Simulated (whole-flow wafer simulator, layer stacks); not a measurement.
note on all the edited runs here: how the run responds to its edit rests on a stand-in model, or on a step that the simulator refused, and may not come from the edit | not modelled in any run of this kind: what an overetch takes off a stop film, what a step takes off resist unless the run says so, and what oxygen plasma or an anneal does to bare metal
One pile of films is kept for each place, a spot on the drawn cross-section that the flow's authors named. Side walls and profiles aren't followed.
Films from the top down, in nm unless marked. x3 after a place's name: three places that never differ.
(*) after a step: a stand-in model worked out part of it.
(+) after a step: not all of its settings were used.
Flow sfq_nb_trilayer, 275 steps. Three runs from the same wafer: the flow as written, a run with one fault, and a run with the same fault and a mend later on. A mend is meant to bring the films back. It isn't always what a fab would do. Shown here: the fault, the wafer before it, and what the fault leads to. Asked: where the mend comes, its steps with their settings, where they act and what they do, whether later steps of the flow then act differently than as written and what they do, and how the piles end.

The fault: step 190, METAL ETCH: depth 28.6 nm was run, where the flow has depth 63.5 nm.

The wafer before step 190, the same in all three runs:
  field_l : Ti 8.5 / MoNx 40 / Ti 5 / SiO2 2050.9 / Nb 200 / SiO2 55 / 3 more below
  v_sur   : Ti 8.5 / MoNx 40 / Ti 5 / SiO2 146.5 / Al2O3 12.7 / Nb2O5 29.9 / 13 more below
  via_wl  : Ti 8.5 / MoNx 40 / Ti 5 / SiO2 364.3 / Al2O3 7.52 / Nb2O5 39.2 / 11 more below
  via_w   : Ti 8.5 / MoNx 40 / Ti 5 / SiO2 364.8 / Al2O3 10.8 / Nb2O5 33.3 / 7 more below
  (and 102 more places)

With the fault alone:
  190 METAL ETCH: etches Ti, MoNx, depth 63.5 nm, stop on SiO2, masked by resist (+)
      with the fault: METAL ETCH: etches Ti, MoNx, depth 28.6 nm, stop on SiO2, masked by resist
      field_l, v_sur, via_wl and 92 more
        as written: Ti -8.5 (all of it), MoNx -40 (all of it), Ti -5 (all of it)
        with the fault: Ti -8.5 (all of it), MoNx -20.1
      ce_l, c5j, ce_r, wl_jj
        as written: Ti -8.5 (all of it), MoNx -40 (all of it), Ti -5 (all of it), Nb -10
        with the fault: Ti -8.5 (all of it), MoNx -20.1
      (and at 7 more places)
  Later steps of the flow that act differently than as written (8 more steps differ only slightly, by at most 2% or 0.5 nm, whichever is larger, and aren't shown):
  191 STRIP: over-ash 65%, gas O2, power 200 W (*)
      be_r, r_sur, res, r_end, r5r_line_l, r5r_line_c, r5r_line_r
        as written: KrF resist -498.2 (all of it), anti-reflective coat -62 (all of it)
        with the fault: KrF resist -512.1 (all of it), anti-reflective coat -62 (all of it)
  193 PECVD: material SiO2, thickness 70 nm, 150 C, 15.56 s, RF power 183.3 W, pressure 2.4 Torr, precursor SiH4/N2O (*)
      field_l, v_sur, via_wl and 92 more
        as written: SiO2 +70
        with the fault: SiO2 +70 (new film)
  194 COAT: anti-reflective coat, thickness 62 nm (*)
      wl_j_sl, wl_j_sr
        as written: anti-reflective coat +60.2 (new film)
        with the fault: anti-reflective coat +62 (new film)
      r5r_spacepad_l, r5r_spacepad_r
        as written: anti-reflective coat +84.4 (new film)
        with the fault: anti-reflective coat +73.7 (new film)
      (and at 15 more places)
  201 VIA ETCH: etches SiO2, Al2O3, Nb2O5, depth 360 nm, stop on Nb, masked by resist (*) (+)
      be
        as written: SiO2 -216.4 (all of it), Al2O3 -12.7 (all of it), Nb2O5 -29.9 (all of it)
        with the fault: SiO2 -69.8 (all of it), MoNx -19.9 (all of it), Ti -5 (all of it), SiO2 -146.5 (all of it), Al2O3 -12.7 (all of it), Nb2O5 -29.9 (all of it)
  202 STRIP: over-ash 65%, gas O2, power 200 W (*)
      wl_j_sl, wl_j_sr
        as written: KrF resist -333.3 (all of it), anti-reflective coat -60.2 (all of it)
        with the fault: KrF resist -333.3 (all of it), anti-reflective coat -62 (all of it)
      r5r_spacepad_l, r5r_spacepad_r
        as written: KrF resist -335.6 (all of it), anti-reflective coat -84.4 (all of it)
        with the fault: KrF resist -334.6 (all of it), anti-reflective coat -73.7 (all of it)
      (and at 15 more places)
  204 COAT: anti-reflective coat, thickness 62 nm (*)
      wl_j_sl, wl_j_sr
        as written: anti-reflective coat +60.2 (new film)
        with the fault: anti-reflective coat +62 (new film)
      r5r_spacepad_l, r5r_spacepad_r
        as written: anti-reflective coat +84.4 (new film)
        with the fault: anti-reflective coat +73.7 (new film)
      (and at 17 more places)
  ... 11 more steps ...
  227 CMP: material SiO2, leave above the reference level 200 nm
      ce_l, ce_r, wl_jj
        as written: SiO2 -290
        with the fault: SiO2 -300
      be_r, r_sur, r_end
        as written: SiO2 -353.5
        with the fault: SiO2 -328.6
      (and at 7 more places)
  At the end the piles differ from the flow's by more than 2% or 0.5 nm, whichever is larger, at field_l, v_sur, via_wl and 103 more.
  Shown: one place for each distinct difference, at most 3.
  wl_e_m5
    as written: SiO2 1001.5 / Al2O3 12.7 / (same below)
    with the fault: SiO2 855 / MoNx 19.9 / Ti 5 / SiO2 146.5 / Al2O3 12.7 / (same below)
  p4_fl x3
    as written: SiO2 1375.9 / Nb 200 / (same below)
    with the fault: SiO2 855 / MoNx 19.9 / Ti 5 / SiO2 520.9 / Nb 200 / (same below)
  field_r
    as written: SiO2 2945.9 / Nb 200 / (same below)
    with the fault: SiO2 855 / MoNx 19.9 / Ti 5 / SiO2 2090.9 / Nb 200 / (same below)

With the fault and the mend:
  The mend comes after step 191.
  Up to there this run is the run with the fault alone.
  191a COAT: anti-reflective coat, thickness 62 nm (*) (the flow's step 183 once more)
      p4_fl x3, p4_w1 x9, p4_g1 x2 and 57 more
        anti-reflective coat +62 (new film)
      via_v, wire, be, be_sur, lsp_m, ln_m6, lsp_r, l0_sur
        anti-reflective coat +62.2 (new film)
      field_l, v_sur, via_wl, via_w, via_wr, via_sp, l0v
        anti-reflective coat +62.1 (new film)
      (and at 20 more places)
  191b COAT: KrF resist, thickness 600 nm (*) (the flow's step 184 once more)
      p4_fl x3, p4_w1 x9, p4_g1 x2 and 57 more
        KrF resist +600 (new film)
      via_w, via_wr, via_sp, l0v
        KrF resist +600.4 (new film)
      field_l, v_sur, via_wl
        KrF resist +600.3 (new film)
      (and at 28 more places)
  191c SOFTBAKE: KrF resist (the flow's step 185 once more)
      changes no film at any place that is followed
  191d EXPOSE: photomask R5, dose 12.12 mJ/cm2, NA 0.6, wavelength 248 nm (*) (the flow's step 186 once more)
      changes no film at any place that is followed
  191e PEB: KrF resist, 90 s (the flow's step 187 once more)
      field_l, v_sur, via_wl and 80 more
        KrF resist -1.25
      be, be_sur, gap and 12 more
        KrF resist -1.26
      be_r, r_sur, res, r_end
        KrF resist -1.23
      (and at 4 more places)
  191f DEVELOP: KrF resist, thickness 600 nm, 60 s (the flow's step 188 once more)
      p4_fl x3, p4_w1 x9, p4_g1 x2 and 57 more
        KrF resist -598.7 (all of it)
      be_r, r_sur, res, r_end, r5r_line_l, r5r_line_c, r5r_line_r
        KrF resist -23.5
      field_l, v_sur, via_wl, via_w, via_wr
        KrF resist -599.1 (all of it)
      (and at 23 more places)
  191g METAL ETCH: etches anti-reflective coat, depth 125 nm, masked by resist (*) (+) (the flow's step 189 once more)
      p4_fl x3, p4_w1 x9, p4_g1 x2 and 57 more
        anti-reflective coat -62 (all of it)
      via_v, wire, be, be_sur, lsp_m, ln_m6, lsp_r, l0_sur
        anti-reflective coat -62.2 (all of it)
      field_l, v_sur, via_wl, via_w, via_wr, via_sp, l0v
        anti-reflective coat -62.1 (all of it)
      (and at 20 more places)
  191h METAL ETCH: etches Ti, MoNx, depth 34.9 nm, stop on SiO2, masked by resist (+) (the flow's step 190 once more, with other settings)
      field_l, v_sur, via_wl and 92 more
        MoNx -19.9 (all of it), Ti -5 (all of it)
      be_r, r_sur, res, r_end, r5r_line_l, r5r_line_c, r5r_line_r
        KrF resist -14
      ce_l, c5j, ce_r, wl_jj
        MoNx -19.9 (all of it), Ti -5 (all of it), Nb -10
  191i STRIP: over-ash 65%, gas O2, power 200 W (*) (the flow's step 191 once more)
      r5r_line_l, r5r_line_c, r5r_line_r
        KrF resist -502 (all of it), anti-reflective coat -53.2 (all of it)
      be_r
        KrF resist -497.9 (all of it), anti-reflective coat -57 (all of it)
      r_sur
        KrF resist -497.7 (all of it), anti-reflective coat -59.4 (all of it)
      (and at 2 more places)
  No later step of the flow acts differently than as written at any place that is followed.
  At the end the piles are the same as the flow's at every place that both follow.
